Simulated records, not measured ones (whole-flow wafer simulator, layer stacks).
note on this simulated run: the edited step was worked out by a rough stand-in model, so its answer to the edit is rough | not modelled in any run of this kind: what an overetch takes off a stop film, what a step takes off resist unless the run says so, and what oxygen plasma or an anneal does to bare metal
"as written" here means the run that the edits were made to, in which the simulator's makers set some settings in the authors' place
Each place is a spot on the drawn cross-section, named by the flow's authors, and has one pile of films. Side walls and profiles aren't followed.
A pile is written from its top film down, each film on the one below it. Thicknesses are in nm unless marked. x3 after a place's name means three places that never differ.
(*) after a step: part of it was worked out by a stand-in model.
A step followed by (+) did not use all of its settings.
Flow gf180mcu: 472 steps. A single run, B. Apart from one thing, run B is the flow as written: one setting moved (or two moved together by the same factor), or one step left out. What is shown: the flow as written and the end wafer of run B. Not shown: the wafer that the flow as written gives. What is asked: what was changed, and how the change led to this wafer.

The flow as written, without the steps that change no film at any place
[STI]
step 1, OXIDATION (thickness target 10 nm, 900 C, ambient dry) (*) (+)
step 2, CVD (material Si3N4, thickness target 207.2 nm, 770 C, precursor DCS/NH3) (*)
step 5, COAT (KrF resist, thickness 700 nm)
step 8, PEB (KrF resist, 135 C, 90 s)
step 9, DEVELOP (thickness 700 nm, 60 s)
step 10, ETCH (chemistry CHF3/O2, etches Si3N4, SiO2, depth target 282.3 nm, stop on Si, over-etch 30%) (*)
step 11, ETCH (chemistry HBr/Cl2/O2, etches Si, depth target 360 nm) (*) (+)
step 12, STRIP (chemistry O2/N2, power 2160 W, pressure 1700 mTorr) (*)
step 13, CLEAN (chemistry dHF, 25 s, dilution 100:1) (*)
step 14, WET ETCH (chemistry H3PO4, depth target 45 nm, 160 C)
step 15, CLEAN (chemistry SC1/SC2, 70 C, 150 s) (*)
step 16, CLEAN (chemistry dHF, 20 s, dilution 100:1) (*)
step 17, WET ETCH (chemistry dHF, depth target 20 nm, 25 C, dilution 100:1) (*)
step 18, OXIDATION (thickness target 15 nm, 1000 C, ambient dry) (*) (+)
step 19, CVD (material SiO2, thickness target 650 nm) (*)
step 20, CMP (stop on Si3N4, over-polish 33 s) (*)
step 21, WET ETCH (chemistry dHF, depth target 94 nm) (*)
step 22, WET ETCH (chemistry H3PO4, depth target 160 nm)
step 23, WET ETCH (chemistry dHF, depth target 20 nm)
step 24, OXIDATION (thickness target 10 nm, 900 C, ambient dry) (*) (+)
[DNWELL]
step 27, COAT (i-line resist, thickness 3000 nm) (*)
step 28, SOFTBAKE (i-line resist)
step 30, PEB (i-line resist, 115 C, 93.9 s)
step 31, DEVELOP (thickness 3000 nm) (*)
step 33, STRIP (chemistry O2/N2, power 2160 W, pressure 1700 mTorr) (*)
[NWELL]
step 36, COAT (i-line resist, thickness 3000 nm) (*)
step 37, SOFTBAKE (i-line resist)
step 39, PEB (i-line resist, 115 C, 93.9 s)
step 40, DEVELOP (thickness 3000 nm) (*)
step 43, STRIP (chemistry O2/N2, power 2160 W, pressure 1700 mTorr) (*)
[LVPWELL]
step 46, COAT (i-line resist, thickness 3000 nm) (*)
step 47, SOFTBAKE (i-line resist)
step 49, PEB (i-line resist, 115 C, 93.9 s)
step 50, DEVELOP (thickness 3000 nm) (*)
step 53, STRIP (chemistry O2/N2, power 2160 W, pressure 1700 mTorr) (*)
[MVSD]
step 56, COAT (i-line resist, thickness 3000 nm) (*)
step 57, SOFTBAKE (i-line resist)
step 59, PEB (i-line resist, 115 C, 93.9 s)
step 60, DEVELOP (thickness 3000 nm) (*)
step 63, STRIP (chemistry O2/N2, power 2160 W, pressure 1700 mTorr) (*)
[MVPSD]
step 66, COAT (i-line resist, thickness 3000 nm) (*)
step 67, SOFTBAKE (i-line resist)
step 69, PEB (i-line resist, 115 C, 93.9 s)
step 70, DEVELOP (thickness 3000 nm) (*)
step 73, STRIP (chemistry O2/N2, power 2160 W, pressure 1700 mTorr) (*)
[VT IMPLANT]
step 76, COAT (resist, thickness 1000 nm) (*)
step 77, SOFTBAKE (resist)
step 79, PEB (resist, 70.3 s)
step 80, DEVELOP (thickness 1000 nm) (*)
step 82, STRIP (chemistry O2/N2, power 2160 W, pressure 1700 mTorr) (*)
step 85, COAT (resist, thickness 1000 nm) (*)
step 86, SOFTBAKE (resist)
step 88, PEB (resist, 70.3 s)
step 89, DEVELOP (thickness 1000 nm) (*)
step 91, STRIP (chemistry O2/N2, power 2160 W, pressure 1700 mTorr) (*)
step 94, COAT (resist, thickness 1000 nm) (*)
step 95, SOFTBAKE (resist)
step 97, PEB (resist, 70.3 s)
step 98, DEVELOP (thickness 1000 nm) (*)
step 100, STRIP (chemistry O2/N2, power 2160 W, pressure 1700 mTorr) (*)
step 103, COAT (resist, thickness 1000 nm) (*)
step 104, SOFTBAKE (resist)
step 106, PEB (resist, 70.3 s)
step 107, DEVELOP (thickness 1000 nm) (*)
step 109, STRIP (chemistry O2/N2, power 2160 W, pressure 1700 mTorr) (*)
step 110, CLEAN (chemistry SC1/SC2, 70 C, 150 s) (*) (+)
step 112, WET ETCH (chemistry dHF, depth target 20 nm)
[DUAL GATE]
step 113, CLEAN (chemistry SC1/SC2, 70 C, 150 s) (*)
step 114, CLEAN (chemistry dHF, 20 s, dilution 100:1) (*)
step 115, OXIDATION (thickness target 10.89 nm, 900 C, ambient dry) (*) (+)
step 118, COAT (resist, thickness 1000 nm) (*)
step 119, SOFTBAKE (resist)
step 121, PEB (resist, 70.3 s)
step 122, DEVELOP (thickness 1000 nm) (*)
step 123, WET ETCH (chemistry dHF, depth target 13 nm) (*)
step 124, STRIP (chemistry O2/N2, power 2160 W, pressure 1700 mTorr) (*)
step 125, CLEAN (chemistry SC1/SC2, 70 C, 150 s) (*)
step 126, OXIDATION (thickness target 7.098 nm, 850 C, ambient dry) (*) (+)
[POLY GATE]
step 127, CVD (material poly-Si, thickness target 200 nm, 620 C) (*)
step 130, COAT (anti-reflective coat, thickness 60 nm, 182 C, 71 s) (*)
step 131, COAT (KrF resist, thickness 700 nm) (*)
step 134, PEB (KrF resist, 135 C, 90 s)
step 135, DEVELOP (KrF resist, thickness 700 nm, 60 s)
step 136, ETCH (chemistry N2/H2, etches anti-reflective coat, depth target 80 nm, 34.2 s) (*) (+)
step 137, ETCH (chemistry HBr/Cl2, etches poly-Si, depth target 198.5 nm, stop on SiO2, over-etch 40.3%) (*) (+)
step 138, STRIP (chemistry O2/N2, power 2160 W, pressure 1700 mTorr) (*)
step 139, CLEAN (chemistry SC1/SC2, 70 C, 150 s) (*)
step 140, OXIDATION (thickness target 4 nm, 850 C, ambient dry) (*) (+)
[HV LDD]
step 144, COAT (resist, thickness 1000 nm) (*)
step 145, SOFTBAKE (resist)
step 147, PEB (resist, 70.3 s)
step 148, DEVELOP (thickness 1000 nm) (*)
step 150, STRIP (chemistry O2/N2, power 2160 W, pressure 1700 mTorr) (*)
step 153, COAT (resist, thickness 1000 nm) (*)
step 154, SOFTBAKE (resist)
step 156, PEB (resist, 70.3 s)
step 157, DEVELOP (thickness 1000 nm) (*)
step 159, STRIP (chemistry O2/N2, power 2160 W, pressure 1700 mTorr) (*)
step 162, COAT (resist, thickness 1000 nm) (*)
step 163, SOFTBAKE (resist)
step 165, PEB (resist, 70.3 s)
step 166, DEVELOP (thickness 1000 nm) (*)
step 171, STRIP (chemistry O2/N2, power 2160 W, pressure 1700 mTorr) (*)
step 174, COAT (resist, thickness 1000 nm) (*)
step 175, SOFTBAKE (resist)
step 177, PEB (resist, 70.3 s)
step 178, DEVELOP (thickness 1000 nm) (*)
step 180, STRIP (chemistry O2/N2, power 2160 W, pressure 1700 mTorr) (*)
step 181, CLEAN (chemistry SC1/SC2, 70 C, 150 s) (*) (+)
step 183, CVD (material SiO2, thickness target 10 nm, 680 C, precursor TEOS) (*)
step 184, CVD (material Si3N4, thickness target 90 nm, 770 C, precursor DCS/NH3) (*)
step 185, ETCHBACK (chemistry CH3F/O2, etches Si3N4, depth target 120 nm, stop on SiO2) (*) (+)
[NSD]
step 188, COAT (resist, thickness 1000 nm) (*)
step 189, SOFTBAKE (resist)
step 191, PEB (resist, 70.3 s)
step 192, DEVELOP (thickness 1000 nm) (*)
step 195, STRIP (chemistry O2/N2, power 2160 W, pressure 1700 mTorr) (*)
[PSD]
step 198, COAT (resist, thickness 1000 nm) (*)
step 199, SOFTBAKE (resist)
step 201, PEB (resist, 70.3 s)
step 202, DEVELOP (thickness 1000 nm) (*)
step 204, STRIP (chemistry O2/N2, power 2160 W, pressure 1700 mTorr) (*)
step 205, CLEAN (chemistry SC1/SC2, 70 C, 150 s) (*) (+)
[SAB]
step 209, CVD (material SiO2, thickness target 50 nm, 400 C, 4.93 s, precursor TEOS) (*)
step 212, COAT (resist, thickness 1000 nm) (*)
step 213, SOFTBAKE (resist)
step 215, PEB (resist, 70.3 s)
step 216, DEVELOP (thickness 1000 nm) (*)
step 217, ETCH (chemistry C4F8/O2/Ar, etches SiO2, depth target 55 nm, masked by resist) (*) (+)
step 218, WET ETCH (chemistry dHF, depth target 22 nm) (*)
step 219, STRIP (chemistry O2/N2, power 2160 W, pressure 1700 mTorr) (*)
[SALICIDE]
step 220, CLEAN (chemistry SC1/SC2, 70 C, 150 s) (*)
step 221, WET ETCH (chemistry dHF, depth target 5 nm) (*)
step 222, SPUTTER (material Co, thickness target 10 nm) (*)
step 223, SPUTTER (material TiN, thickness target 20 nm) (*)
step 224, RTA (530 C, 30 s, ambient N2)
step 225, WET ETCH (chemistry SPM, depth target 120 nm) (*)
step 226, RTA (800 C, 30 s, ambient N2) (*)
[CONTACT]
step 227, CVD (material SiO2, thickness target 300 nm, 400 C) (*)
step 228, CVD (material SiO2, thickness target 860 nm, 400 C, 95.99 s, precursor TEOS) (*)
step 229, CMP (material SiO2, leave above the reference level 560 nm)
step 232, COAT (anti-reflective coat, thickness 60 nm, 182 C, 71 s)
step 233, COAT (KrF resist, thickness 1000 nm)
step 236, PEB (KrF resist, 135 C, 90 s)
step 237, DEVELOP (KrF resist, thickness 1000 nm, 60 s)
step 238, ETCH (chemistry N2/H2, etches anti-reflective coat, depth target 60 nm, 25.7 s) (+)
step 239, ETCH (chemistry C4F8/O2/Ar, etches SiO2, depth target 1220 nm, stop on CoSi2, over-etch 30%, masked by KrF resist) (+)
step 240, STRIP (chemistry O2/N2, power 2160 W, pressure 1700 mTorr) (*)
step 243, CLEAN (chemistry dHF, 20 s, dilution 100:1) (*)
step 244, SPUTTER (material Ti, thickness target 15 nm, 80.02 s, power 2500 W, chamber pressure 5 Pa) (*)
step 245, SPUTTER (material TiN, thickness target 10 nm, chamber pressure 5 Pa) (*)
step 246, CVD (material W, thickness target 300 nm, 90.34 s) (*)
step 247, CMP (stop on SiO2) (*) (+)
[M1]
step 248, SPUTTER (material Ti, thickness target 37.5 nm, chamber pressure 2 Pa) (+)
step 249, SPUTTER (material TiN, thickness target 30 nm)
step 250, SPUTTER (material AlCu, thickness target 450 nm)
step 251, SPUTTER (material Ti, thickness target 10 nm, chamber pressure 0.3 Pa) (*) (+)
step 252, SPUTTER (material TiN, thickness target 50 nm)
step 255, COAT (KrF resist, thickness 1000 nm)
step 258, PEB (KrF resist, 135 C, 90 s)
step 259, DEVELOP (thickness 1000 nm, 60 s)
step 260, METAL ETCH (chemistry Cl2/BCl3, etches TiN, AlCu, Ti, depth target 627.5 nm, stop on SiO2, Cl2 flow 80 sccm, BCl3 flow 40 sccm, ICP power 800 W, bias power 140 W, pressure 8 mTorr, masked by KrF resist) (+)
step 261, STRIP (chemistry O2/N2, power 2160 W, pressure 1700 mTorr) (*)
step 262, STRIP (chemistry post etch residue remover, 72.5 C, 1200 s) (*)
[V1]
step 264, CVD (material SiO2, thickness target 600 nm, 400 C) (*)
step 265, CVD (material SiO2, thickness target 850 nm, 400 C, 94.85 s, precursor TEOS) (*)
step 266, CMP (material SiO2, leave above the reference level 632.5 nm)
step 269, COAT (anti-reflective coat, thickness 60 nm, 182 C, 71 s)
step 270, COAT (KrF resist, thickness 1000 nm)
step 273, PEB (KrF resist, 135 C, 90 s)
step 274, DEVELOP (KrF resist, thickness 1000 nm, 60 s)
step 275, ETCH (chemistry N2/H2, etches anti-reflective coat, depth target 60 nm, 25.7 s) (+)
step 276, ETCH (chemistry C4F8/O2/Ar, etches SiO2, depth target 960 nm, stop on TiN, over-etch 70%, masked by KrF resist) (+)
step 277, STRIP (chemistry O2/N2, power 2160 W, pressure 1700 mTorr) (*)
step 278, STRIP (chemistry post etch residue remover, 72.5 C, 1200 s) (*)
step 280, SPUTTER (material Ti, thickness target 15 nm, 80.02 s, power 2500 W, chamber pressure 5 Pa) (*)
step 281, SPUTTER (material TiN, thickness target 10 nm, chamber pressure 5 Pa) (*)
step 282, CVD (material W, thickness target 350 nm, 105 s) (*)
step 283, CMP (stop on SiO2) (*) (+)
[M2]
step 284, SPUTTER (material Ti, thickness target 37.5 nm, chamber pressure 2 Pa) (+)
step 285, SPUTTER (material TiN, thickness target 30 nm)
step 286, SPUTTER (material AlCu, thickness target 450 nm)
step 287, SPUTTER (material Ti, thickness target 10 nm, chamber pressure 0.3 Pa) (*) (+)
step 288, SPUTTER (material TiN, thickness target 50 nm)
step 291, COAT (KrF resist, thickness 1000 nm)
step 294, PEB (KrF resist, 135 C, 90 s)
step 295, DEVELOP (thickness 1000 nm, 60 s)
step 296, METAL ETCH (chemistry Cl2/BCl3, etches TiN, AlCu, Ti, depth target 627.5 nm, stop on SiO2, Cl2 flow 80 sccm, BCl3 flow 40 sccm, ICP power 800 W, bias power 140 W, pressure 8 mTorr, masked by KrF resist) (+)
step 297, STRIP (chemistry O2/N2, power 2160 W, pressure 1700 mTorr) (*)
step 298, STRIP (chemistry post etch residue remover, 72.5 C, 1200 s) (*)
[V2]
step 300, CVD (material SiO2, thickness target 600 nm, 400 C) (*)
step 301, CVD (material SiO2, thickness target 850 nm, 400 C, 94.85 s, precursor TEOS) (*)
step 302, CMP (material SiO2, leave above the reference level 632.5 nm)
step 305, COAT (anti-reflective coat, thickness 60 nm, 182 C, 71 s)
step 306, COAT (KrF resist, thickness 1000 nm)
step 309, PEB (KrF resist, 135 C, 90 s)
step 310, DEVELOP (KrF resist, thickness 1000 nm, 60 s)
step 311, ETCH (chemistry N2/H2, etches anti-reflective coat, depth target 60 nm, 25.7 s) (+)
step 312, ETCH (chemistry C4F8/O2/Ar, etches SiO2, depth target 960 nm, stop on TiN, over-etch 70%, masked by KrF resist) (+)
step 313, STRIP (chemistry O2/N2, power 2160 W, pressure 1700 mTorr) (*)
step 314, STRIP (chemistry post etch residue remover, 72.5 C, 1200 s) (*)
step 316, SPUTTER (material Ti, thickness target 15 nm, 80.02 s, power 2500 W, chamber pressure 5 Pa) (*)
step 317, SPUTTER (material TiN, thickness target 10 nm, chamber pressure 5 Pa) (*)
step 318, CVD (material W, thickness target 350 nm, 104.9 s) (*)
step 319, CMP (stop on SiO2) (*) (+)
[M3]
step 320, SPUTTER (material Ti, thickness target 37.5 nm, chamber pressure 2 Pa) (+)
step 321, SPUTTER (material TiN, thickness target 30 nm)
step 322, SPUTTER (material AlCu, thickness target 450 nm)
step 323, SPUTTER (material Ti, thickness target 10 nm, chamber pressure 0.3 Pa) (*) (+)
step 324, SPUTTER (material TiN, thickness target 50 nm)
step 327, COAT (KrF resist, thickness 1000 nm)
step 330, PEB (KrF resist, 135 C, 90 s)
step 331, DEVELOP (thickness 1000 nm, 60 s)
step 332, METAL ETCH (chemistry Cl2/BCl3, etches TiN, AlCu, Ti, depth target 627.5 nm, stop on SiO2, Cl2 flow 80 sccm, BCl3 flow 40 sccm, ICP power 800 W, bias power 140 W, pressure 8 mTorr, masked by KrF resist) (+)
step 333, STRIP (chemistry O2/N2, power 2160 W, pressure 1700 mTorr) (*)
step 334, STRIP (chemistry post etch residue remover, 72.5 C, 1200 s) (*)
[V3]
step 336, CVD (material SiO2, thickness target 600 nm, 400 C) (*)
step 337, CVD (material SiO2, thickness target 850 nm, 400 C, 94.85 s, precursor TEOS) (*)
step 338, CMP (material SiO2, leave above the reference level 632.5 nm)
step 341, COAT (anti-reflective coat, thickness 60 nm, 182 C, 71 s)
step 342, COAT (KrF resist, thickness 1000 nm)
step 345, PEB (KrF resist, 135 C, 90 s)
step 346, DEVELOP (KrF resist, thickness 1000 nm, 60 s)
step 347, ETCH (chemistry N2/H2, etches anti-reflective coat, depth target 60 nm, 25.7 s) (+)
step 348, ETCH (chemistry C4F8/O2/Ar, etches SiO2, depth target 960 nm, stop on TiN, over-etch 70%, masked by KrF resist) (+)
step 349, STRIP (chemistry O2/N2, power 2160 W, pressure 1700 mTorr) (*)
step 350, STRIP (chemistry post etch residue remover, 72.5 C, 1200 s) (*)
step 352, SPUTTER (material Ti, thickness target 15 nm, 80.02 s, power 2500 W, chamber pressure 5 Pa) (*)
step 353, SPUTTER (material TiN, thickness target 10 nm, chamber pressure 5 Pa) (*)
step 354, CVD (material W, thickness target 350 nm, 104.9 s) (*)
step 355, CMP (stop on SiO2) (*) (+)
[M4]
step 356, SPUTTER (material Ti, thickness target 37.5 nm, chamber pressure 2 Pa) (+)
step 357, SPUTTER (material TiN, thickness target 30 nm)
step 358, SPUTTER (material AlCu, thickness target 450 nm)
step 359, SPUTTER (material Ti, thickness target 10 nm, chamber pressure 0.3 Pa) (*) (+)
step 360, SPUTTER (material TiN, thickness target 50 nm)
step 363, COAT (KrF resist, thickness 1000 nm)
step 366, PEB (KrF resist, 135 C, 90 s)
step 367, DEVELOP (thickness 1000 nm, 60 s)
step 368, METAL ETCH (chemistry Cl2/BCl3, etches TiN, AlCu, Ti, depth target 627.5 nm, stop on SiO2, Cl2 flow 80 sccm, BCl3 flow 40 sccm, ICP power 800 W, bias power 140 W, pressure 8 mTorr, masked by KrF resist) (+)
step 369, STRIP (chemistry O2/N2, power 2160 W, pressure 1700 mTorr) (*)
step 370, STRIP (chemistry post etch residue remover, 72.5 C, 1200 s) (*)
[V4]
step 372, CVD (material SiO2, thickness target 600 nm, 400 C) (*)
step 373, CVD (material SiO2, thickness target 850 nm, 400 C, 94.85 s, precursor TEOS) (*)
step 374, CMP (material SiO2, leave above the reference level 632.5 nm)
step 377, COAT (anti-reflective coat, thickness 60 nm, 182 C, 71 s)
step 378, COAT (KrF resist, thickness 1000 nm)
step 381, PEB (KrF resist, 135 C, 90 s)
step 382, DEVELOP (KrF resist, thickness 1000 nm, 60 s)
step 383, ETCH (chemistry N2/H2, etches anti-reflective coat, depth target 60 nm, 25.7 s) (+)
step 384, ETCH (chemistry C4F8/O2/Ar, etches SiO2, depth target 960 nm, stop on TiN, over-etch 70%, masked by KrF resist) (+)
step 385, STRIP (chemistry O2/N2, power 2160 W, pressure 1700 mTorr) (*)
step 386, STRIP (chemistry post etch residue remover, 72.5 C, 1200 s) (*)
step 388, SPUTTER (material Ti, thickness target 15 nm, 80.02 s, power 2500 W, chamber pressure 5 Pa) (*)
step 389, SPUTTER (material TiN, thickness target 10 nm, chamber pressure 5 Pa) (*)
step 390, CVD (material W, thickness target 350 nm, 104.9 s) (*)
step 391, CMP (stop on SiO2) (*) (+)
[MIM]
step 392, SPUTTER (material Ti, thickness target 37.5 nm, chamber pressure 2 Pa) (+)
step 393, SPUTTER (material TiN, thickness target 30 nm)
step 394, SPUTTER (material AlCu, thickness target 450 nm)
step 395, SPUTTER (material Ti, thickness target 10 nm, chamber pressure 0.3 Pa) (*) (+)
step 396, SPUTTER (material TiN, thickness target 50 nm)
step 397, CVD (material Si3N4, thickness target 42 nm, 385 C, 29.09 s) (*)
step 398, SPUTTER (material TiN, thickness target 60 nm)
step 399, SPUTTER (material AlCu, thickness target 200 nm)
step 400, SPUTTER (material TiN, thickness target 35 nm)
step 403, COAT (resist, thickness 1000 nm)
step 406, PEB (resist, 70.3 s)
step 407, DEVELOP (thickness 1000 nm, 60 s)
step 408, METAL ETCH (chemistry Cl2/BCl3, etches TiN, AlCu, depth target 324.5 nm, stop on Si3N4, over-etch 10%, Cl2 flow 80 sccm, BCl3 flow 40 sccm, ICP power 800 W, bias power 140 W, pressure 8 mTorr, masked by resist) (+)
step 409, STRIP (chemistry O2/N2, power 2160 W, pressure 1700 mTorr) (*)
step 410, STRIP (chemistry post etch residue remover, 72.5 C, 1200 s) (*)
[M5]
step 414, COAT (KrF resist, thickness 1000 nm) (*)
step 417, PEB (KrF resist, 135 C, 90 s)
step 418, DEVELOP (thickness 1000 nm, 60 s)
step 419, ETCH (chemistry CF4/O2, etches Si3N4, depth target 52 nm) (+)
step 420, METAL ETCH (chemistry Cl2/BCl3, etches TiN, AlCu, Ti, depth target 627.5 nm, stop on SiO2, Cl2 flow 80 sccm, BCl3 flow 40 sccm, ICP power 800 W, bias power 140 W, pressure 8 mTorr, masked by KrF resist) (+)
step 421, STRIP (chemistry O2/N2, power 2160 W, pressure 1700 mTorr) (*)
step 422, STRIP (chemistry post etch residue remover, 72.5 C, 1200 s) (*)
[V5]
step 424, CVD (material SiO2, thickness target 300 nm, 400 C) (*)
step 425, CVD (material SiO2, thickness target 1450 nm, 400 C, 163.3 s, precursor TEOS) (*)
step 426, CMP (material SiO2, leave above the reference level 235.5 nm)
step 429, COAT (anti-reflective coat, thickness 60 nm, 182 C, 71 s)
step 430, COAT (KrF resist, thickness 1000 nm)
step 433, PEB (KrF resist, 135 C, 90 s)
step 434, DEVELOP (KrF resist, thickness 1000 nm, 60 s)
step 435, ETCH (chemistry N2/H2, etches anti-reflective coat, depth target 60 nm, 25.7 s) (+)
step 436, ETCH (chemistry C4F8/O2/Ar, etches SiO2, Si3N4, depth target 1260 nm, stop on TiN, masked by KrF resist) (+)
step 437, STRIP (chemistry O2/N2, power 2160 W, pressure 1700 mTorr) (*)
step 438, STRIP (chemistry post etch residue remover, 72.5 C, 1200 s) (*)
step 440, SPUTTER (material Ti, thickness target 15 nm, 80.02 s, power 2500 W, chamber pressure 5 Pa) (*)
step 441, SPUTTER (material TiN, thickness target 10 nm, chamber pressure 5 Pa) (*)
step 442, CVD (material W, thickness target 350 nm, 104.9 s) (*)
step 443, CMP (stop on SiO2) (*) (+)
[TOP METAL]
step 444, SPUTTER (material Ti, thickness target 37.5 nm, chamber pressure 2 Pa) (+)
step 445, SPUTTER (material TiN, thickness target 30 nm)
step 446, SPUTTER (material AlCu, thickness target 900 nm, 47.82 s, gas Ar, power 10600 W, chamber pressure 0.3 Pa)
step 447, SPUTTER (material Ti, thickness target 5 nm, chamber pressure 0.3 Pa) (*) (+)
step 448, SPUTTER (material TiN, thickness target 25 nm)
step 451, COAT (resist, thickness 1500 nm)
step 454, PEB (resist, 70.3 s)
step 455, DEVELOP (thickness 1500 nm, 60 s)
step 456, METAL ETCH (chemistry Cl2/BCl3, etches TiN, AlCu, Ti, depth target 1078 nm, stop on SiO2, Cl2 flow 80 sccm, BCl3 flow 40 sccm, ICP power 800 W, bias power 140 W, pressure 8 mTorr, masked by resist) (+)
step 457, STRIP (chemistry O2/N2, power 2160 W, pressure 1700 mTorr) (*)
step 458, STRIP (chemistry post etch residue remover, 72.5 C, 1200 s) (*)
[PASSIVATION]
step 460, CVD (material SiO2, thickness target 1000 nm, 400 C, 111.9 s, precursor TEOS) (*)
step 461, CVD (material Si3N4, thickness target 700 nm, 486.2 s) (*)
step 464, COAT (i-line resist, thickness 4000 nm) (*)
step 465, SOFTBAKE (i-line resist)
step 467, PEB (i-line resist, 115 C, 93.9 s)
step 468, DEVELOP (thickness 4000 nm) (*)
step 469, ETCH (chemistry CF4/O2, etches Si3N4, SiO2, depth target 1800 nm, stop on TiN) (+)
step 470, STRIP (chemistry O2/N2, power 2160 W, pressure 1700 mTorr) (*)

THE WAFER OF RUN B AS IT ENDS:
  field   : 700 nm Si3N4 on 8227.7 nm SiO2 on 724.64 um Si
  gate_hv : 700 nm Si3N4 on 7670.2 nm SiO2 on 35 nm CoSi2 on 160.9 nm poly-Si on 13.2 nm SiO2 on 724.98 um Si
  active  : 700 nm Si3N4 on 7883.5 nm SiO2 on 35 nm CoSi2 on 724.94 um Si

Cause: step 126, OXIDATION: thickness target 5.856 nm was run, though the flow has thickness target 7.098 nm.

How this came from the change, step by step:
  step 126, OXIDATION (thickness target 7.098 nm, 850 C, ambient dry) (*) (+)
      gate_hv, active_hv, active_nat and 25 more: +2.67 SiO2, -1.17 Si (in the flow as written it would be: +3.72 SiO2, -1.64 Si)
      active, n_well, p_well and 12 more: +5.86 SiO2 (new film), -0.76 chemical SiO2 (all of it), -2.24 Si (in the flow as written it would be: +7.1 SiO2 (new film), -0.76 chemical SiO2 (all of it), -2.79 Si)
  step 189, SOFTBAKE (resist)
      field__w9: -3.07 resist (in the flow as written it would be: +6.92 resist)
  step 199, SOFTBAKE (resist)
      field__w9: -3.07 resist (in the flow as written it would be: +6.92 resist)
  step 218, WET ETCH (chemistry dHF, depth target 22 nm) (*)
      active, p_well, sd_n, iso_ptap_pw, iso_ntap_nw, iso_ptap_sub, vpnp_e: -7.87 SiO2 (all of it) (in the flow as written it would be: -9.01 SiO2 (all of it))
      ldn_tap, ldn_src, ldn_drn, ldp_tap, ldp_src, ldp_drn, ldp_gr: -15 SiO2 (all of it) (in the flow as written it would be: -16 SiO2 (all of it))
      (as well as at 9 more places)
  step 223, SPUTTER (material TiN, thickness target 20 nm) (*)
      field__w12: +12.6 TiN (new film) (in the flow as written it would be: +12 TiN (new film))
  step 225, WET ETCH (chemistry SPM, depth target 120 nm) (*)
      field__w12: -12.6 TiN (all of it), -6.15 Co (all of it) (in the flow as written it would be: -12 TiN (all of it), -6.15 Co (all of it))
